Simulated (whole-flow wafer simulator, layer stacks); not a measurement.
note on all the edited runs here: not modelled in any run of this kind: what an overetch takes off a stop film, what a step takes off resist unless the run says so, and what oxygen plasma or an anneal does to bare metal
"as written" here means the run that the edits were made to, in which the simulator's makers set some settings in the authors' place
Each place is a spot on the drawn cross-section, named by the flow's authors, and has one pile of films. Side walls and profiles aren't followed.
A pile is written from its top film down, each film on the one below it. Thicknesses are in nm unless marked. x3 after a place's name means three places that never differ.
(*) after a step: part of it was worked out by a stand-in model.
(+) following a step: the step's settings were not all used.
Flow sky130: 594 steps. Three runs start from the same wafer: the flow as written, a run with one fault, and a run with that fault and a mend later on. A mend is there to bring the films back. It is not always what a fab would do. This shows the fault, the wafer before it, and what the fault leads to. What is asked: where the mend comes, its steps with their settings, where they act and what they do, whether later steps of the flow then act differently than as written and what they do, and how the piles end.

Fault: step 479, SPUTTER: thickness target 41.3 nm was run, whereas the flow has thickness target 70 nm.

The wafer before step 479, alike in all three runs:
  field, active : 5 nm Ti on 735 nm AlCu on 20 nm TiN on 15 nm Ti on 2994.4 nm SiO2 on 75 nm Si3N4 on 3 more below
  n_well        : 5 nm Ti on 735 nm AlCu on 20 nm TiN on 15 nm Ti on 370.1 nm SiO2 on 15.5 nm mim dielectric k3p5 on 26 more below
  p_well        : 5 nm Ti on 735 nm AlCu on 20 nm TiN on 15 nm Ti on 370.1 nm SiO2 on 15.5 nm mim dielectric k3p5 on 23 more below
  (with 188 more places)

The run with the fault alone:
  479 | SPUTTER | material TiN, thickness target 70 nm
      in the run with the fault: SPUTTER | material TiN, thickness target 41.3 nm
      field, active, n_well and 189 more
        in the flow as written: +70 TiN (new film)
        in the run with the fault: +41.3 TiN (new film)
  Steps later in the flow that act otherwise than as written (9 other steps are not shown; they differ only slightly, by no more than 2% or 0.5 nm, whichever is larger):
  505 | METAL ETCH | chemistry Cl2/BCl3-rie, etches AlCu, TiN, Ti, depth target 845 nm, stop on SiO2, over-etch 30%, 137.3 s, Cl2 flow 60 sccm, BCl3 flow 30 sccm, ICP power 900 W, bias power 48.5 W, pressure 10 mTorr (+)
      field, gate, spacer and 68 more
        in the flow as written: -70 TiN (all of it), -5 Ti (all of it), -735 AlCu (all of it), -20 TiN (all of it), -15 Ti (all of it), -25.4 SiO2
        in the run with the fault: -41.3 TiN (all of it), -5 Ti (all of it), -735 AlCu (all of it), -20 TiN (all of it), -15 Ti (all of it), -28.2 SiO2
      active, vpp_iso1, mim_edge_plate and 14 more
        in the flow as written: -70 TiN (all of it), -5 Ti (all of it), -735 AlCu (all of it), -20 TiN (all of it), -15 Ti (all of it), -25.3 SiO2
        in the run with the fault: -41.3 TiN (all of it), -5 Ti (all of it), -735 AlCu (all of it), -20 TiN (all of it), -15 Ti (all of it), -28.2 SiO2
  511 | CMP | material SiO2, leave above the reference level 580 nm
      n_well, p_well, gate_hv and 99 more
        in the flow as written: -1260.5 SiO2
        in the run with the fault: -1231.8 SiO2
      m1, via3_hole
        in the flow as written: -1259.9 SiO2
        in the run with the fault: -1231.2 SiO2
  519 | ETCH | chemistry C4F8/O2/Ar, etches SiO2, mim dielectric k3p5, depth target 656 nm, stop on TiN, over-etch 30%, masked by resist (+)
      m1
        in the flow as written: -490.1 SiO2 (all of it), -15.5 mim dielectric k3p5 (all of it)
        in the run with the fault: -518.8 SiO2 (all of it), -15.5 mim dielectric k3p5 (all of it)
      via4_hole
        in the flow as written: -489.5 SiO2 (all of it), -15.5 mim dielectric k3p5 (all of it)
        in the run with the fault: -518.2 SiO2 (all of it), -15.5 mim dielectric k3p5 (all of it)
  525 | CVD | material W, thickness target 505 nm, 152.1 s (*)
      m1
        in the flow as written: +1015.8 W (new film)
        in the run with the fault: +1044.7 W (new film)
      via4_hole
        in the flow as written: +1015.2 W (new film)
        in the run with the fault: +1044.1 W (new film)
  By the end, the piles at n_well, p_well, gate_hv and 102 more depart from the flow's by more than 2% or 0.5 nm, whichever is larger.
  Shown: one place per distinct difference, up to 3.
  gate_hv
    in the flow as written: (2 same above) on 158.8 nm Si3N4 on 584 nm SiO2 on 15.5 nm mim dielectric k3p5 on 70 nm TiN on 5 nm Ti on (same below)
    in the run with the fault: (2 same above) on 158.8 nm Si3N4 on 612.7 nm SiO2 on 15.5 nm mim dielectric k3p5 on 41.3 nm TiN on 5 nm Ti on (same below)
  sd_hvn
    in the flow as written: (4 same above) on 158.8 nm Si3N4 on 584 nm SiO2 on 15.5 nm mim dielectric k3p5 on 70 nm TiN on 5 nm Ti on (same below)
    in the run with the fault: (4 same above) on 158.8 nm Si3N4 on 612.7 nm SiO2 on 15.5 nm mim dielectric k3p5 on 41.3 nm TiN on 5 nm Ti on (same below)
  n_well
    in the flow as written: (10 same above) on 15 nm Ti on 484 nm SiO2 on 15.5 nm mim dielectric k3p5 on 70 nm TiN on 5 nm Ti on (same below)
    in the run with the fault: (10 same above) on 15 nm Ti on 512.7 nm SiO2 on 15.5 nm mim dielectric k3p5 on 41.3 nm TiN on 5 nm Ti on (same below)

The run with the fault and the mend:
  The mend follows step 479.
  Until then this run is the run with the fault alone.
  479a | SPUTTER | material TiN, thickness target 28.7 nm (the flow's step 479, run once more with other settings)
      field, active, n_well and 189 more
        +28.7 TiN
  None of the later steps of the flow acts differently than as written at any place that is followed.
  At every place that both follow, the piles at the end match the flow's.
